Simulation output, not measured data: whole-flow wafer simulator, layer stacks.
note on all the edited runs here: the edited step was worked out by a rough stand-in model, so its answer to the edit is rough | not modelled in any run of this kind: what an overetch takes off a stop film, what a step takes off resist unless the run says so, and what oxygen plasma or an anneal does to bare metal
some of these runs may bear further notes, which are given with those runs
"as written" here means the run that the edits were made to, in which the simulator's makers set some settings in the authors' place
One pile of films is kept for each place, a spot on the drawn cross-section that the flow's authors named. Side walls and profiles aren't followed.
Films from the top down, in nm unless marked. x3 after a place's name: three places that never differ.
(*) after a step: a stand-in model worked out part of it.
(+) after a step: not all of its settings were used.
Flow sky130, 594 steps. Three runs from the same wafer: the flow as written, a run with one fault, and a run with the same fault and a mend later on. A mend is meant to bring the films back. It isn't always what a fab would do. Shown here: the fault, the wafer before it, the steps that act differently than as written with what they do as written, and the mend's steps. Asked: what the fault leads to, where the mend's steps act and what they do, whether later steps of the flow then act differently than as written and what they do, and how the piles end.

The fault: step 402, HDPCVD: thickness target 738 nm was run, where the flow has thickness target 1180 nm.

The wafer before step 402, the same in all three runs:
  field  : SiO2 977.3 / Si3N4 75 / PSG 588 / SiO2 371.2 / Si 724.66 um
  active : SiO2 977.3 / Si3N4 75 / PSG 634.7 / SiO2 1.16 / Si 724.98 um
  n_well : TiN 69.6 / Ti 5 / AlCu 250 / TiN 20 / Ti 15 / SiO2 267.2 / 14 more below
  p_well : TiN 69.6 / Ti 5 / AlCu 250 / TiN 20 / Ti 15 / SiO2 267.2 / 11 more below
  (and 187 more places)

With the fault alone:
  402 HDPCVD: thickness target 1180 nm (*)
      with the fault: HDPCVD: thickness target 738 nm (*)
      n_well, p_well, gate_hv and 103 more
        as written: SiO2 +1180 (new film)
        with the fault: SiO2 +738 (new film)
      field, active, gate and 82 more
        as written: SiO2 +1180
        with the fault: SiO2 +738
  Later steps of the flow that act differently than as written (22 more steps differ only slightly, by at most 2% or 0.5 nm, whichever is larger, and aren't shown):
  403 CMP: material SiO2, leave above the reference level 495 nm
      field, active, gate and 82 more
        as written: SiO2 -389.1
        with the fault: nothing
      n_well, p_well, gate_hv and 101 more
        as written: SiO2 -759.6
        with the fault: SiO2 -317.6
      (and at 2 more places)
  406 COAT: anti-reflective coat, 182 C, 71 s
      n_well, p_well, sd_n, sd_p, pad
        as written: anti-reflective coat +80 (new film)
        with the fault: anti-reflective coat +27.6 (new film)
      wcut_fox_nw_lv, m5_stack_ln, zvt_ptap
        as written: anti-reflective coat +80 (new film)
        with the fault: anti-reflective coat +63.7 (new film)
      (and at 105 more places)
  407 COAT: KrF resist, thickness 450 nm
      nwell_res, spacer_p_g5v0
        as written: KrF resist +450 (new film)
        with the fault: KrF resist +439.2 (new film)
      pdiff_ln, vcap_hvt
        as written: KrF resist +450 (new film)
        with the fault: KrF resist +436.1 (new film)
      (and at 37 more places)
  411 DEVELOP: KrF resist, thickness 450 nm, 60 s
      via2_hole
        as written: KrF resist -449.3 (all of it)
        with the fault: KrF resist -439.5 (all of it)
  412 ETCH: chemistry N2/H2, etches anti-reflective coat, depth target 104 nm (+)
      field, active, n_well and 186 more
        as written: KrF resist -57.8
        with the fault: KrF resist -36.2
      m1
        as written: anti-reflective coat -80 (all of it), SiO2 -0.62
        with the fault: anti-reflective coat -48.9 (all of it), SiO2 -0.42
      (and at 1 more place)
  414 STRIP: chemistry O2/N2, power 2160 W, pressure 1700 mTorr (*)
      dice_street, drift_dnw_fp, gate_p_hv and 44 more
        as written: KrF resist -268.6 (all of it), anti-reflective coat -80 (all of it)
        with the fault: KrF resist -290.2 (all of it), anti-reflective coat -80 (all of it)
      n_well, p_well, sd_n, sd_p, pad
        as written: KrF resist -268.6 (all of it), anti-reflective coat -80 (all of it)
        with the fault: KrF resist -293.2 (all of it), anti-reflective coat -27.6 (all of it)
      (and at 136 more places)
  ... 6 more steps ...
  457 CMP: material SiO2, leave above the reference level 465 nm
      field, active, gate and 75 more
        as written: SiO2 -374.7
        with the fault: SiO2 -393.2
  At the end the piles differ from the flow's by more than 2% or 0.5 nm, whichever is larger, at field, active, gate and 84 more.
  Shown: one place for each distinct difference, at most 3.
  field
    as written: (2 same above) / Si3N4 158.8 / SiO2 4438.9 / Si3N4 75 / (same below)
    with the fault: (2 same above) / Si3N4 158.8 / SiO2 2681.9 / W 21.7 / TiN 20 / SiO2 1715.3 / Si3N4 75 / (same below)
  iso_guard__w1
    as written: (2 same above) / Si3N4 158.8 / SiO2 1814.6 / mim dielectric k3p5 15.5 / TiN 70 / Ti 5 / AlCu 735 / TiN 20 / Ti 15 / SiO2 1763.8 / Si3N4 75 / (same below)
    with the fault: (2 same above) / Si3N4 158.8 / SiO2 1815.2 / mim dielectric k3p5 15.5 / TiN 70 / Ti 5 / AlCu 735 / TiN 20 / Ti 15 / W 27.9 / TiN 20 / SiO2 1715.3 / Si3N4 75 / (same below)
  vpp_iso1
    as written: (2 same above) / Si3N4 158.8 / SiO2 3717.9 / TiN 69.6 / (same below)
    with the fault: (2 same above) / Si3N4 158.8 / SiO2 2681.9 / W 21.7 / TiN 20 / SiO2 994.3 / TiN 69.6 / (same below)

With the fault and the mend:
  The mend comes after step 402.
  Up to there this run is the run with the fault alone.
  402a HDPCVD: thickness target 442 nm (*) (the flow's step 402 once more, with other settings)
      field, active, n_well and 188 more
        SiO2 +442
  No later step of the flow acts differently than as written at any place that is followed.
  At the end the piles are the same as the flow's at every place that both follow.
